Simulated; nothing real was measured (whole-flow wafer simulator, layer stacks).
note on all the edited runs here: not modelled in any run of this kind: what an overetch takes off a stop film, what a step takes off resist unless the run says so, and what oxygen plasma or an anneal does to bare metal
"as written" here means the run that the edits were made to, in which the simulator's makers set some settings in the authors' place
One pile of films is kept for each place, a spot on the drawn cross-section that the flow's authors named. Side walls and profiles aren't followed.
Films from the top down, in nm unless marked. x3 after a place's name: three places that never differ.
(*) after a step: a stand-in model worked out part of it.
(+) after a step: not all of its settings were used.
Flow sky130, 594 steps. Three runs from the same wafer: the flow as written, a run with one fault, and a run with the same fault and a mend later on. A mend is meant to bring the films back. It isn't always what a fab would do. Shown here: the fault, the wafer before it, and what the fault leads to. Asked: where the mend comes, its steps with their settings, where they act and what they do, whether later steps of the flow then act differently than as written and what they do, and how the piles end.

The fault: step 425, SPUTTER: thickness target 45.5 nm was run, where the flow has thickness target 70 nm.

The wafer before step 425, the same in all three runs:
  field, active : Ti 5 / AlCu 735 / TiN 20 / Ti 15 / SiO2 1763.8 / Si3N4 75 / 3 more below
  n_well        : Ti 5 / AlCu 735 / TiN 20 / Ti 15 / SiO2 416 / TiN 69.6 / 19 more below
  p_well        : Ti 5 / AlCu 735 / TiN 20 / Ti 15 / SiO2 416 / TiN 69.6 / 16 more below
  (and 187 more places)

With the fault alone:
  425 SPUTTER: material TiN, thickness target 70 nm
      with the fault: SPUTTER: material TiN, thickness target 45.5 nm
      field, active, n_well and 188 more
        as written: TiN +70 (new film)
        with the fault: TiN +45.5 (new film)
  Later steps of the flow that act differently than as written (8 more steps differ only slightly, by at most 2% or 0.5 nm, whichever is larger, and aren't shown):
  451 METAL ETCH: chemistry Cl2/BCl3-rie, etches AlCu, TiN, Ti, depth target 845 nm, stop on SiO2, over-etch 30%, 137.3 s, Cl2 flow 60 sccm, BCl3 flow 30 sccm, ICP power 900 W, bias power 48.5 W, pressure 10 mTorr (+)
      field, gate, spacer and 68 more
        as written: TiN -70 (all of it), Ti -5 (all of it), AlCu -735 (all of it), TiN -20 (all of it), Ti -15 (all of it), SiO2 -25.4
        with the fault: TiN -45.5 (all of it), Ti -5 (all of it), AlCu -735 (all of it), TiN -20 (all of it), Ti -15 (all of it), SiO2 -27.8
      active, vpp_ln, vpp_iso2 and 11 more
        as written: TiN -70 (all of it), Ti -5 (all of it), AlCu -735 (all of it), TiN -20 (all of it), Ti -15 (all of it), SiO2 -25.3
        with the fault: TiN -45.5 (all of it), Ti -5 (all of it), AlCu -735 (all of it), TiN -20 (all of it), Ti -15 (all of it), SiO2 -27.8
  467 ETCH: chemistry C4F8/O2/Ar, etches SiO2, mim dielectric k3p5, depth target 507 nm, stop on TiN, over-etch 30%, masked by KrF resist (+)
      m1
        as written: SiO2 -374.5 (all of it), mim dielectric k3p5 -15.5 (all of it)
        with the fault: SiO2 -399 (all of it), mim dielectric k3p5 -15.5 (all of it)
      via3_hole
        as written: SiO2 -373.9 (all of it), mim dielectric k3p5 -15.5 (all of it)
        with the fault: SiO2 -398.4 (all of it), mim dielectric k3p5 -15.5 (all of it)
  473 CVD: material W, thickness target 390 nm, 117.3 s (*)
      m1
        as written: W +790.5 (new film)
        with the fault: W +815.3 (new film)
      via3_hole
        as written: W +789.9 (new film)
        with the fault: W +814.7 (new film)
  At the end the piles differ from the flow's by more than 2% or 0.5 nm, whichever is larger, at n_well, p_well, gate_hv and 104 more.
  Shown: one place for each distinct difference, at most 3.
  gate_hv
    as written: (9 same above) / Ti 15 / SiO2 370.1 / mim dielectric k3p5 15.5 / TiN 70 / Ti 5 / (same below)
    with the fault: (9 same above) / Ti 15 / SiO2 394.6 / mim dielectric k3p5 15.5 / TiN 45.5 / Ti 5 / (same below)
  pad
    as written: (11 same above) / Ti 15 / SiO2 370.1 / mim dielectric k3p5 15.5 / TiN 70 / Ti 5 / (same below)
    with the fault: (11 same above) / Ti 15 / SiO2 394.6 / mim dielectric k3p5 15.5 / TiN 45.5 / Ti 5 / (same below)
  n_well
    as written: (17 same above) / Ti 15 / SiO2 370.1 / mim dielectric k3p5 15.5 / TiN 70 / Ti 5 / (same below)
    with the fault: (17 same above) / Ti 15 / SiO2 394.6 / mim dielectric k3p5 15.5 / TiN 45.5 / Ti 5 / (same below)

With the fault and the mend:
  The mend comes after step 425.
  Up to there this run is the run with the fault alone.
  425a SPUTTER: material TiN, thickness target 24.5 nm (the flow's step 425 once more, with other settings)
      field, active, n_well and 188 more
        TiN +24.5
  No later step of the flow acts differently than as written at any place that is followed.
  At the end the piles are the same as the flow's at every place that both follow.
